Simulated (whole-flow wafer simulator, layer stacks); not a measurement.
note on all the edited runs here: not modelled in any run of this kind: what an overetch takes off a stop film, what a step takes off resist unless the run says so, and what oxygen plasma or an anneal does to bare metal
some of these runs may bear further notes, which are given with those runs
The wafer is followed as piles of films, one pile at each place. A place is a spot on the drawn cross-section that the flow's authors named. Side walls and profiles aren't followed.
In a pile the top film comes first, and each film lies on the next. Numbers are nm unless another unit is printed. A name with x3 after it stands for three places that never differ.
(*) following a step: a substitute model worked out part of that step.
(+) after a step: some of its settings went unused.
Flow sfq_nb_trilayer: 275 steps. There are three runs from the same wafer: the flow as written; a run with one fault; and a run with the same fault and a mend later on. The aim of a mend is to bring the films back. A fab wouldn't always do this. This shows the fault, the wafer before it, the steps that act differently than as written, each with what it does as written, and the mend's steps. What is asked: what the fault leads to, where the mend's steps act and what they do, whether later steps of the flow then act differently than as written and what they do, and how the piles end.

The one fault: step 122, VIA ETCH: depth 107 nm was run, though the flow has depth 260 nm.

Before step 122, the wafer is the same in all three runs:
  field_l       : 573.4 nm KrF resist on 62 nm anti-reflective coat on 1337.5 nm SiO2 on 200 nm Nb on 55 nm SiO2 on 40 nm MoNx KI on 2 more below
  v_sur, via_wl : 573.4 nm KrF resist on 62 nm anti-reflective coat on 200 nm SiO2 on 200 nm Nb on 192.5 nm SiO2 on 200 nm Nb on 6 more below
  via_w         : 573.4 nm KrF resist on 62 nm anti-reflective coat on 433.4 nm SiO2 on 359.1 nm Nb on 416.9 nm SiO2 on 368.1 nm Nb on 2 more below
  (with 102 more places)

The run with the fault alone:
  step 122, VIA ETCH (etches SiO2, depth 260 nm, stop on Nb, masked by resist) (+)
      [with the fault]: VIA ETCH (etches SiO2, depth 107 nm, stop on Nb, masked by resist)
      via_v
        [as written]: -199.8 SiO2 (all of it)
        [with the fault]: -107 SiO2
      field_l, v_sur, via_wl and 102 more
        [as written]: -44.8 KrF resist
        [with the fault]: -18.4 KrF resist
  Later steps of the flow acting differently than as written (4 more steps, not shown, differ only slightly: by at most 2% or 0.5 nm, whichever is larger):
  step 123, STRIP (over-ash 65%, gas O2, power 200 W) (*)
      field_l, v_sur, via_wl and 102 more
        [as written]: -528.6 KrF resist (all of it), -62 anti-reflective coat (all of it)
        [with the fault]: -555 KrF resist (all of it), -62 anti-reflective coat (all of it)
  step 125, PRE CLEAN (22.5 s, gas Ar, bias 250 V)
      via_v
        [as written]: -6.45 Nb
        [with the fault]: -7.5 SiO2
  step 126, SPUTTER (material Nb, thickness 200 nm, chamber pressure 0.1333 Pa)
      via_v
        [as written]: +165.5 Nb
        [with the fault]: +185.9 Nb (new film)
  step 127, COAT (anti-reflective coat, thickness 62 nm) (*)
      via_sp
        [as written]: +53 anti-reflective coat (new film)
        [with the fault]: +51.5 anti-reflective coat (new film)
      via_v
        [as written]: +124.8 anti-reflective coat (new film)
        [with the fault]: +108.9 anti-reflective coat (new film)
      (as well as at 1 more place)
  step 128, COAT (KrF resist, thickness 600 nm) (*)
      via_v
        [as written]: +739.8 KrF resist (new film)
        [with the fault]: +657.9 KrF resist (new film)
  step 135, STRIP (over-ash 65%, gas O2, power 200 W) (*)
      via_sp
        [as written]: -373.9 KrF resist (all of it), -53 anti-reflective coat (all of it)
        [with the fault]: -382.6 KrF resist (all of it), -51.5 anti-reflective coat (all of it)
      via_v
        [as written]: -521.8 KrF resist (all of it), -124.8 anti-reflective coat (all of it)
        [with the fault]: -440.1 KrF resist (all of it), -108.9 anti-reflective coat (all of it)
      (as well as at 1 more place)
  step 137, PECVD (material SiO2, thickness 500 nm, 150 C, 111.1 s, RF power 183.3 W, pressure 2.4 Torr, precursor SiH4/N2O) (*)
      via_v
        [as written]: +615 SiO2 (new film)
        [with the fault]: +500 SiO2 (new film)
  At via_v, the piles at the end differ from the flow's by more than 2% or 0.5 nm, whichever is larger.
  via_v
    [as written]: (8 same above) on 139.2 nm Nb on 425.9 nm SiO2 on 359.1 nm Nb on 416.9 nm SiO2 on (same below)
    [with the fault]: (8 same above) on 139.2 nm Nb on 313.7 nm SiO2 on 185.9 nm Nb on 85.3 nm SiO2 on 200 nm Nb on 416.9 nm SiO2 on (same below)

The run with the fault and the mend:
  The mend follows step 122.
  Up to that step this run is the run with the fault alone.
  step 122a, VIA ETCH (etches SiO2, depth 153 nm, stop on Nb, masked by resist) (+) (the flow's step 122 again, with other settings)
      field_l, v_sur, via_wl and 102 more
        -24 KrF resist
      via_v
        -92.8 SiO2 (all of it)
  Every later step of the flow that is run acts as written, at every place that is followed, to within 2% or 0.5 nm, whichever is larger.
  The piles end the same as the flow's at every place that both follow.
